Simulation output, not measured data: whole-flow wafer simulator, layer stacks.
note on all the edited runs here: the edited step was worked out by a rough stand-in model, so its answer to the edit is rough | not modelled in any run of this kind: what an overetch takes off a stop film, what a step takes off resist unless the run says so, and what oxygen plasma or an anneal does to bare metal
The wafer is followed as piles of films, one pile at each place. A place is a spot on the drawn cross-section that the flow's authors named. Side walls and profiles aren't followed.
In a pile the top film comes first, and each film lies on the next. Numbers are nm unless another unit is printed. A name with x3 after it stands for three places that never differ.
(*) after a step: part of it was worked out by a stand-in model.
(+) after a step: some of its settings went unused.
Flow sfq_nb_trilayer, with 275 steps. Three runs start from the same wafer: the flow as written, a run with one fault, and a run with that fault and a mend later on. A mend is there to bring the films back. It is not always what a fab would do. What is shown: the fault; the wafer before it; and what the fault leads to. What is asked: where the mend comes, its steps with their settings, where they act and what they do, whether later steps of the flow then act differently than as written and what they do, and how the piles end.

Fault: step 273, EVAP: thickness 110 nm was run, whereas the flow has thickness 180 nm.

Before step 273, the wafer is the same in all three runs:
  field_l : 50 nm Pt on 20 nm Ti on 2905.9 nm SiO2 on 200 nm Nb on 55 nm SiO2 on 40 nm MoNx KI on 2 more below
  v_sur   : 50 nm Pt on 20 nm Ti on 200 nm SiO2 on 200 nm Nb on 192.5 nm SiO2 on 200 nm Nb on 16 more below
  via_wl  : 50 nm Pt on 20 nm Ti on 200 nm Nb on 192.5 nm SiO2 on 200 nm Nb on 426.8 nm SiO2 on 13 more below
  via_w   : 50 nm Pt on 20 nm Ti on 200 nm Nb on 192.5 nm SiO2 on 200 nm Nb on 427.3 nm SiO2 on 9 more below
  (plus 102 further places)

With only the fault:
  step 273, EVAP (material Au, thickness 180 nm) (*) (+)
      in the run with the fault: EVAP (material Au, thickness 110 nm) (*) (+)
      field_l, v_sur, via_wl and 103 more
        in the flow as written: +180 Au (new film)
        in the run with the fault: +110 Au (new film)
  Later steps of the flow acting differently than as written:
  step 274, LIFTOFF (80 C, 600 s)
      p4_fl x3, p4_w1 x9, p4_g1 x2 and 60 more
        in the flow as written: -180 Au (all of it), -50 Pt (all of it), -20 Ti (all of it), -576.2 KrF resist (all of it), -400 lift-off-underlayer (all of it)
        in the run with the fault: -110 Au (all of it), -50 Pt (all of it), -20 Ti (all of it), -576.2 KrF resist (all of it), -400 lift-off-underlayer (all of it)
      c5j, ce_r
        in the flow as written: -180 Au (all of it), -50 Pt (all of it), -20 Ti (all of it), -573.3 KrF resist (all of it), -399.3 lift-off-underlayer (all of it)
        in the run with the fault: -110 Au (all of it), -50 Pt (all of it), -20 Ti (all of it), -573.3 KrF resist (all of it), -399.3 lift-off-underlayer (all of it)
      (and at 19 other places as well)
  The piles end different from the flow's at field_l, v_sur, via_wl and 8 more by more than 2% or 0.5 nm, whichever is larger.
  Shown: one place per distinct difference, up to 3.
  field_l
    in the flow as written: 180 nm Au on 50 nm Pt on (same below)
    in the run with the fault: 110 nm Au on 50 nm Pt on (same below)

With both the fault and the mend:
  The mend stands after step 273.
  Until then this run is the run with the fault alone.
  step 273a, EVAP (material Au, thickness 70 nm) (*) (+) (the flow's step 273, run once more with other settings)
      field_l, v_sur, via_wl and 103 more
        +70 Au
  None of the later steps of the flow acts differently than as written at any place that is followed.
  The piles end the same as the flow's at every place that both follow.
